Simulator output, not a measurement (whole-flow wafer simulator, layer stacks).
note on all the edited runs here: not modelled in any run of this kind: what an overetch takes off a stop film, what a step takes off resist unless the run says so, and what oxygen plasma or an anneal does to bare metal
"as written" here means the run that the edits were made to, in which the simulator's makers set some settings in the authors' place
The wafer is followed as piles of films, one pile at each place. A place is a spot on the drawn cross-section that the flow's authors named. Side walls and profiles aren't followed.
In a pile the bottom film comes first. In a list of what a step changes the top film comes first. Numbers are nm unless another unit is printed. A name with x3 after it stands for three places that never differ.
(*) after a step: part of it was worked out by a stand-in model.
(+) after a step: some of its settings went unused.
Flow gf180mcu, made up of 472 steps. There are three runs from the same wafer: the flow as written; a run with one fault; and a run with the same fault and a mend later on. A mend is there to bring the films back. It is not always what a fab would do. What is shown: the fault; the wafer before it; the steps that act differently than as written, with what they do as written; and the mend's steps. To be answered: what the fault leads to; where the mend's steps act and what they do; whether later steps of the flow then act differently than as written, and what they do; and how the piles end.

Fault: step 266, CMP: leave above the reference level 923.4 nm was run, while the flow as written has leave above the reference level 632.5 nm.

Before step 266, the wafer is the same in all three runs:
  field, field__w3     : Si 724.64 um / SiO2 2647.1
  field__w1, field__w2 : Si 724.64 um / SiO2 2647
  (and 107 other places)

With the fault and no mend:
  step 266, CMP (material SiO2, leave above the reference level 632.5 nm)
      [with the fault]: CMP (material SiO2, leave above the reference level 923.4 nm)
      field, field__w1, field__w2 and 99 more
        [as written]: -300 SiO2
        [with the fault]: -9.1 SiO2
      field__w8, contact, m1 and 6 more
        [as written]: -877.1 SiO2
        [with the fault]: -586.2 SiO2
  Later steps of the flow acting differently than as written:
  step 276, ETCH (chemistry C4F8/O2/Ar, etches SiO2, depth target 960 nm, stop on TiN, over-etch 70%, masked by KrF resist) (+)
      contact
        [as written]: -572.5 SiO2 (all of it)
        [with the fault]: -863.4 SiO2 (all of it)
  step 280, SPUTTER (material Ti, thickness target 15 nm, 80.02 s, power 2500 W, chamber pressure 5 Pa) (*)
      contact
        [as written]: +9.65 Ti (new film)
        [with the fault]: +8.16 Ti (new film)
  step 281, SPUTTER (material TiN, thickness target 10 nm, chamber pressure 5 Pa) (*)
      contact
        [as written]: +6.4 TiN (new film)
        [with the fault]: +5.4 TiN (new film)
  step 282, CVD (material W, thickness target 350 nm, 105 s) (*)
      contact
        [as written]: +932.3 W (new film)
        [with the fault]: +1225.7 W (new film)
  The piles end different from the flow's at field, field__w1, field__w2 and 109 more by more than 2% or 0.5 nm, whichever is larger.
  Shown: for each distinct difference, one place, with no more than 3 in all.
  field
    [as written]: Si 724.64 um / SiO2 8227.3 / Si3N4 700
    [with the fault]: Si 724.64 um / SiO2 8518.2 / Si3N4 700
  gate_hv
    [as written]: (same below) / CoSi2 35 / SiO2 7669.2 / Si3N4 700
    [with the fault]: (same below) / CoSi2 35 / SiO2 7960.1 / Si3N4 700
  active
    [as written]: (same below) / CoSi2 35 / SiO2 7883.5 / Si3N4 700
    [with the fault]: (same below) / CoSi2 35 / SiO2 8174.4 / Si3N4 700

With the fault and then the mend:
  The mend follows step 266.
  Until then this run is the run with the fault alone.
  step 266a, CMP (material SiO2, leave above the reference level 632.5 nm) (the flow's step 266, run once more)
      field, field__w1, field__w2 and 108 more
        -290.9 SiO2
  Every later step of the flow that is run acts as written at every place that is followed.
  At every place that both follow, the piles at the end match the flow's.
